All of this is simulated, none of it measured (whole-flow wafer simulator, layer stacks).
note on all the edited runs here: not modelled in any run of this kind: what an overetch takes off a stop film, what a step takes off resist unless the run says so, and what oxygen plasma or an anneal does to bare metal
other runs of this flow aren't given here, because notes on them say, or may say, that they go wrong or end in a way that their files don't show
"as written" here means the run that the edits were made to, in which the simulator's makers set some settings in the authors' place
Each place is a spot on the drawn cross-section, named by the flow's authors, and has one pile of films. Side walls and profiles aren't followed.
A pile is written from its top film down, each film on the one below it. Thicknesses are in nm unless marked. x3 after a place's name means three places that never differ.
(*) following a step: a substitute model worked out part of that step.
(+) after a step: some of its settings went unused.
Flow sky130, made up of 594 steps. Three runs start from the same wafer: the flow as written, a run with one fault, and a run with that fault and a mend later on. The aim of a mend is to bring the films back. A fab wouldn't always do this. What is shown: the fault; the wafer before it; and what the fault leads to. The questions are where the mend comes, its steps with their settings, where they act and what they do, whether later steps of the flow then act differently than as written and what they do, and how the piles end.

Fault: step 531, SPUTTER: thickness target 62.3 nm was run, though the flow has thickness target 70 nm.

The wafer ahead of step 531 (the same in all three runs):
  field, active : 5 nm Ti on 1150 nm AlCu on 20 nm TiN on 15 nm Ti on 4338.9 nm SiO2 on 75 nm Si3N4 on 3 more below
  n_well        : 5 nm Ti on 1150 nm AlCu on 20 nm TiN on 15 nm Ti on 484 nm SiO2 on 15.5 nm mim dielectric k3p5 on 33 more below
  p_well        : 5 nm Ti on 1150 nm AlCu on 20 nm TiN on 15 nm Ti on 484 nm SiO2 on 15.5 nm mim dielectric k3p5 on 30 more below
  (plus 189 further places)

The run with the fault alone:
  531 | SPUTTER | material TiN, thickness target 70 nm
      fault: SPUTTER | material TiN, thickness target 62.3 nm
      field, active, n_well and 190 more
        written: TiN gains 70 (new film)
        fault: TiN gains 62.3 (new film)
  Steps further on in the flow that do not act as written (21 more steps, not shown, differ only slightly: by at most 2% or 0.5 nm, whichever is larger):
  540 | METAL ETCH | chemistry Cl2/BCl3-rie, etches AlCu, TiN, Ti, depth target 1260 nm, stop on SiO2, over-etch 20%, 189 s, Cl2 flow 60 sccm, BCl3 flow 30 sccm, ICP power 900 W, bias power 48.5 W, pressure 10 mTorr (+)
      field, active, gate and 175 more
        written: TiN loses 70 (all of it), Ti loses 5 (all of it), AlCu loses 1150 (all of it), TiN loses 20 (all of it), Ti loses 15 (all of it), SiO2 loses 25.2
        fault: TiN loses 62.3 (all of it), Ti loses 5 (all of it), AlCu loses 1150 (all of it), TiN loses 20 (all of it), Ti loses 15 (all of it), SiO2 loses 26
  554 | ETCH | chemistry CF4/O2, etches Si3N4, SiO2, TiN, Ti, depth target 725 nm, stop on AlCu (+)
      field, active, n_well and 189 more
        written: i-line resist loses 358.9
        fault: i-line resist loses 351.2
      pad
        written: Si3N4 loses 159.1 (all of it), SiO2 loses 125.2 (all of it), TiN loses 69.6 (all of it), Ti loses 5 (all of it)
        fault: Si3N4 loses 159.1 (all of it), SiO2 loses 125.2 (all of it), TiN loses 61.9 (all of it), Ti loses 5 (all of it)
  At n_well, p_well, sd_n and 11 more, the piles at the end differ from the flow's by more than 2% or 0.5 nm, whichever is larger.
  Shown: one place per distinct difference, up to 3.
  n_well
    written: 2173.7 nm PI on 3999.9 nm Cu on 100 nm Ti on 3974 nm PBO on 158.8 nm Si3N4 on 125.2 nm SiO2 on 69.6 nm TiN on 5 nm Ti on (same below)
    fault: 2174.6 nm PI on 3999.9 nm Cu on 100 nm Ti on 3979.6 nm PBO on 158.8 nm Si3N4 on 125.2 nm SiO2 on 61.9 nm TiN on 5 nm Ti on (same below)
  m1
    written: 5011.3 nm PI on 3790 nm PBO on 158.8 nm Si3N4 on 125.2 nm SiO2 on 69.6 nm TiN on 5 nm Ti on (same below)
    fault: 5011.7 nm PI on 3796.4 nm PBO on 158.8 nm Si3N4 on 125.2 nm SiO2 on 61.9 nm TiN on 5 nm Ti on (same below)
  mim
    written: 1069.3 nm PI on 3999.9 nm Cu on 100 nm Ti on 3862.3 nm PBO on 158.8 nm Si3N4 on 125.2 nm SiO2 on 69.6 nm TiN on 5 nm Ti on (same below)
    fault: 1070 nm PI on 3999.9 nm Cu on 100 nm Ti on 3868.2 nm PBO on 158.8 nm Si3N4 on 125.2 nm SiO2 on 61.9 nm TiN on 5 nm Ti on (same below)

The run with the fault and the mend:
  The mend stands after step 538.
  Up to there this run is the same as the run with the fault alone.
  538a | STRIP | chemistry O2/N2, power 2160 W, pressure 1700 mTorr (*)
      n_well, p_well, sd_n and 9 more
        resist loses 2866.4 (all of it)
      m1, via4_hole
        resist loses 2868.5 (all of it)
      via4_enc
        resist loses 2866.3 (all of it)
  538b | SPUTTER | material TiN, thickness target 7.7 nm (the flow's step 531, run once more with other settings)
      field, active, n_well and 190 more
        TiN gains 7.7
  538c | HMDS | 120 C, 60 s (the flow's step 533, run once more)
      alters no film at any place that is followed
  538d | COAT | resist, thickness 2930 nm (the flow's step 534, run once more)
      n_well, p_well, gate_hv and 172 more
        resist gains 2930 (new film)
      field, active, gate and 13 more
        resist gains 2929.9 (new film)
      m1, via4_hole
        resist gains 2932.1 (new film)
  538e | SOFTBAKE | resist (the flow's step 535, run once more)
      field, active, gate, spacer, m1, sonos_cell, sonos_guard, sonos_guard_hv
        resist gains 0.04
      nwell_res
        resist gains 0.03
      pplus_nw
        resist gains 0.02
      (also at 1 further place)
  538f | EXPOSE | photomask MM5, dose 309.9 mJ/cm2, NA 0.6, wavelength 365 nm (*) (the flow's step 536, run once more)
      alters no film at any place that is followed
  538g | PEB | resist, 70.3 s (the flow's step 537, run once more)
      field, active, n_well and 188 more
        resist loses 63.6
      m1, via4_hole
        resist loses 63.7
  538h | DEVELOP | resist, thickness 2930 nm, developer TMAH-0.26N, 60 s (the flow's step 538, run once more)
      field, active, gate and 168 more
        resist loses 2866.4 (all of it)
      via1_hole, via1_enc, via2_hole, via2_enc, via3_hole, via3_enc, via_li1
        resist loses 2866.3 (all of it)
  None of the later steps of the flow acts differently than as written at any place that is followed.
  At every place that both follow, the piles at the end match the flow's.
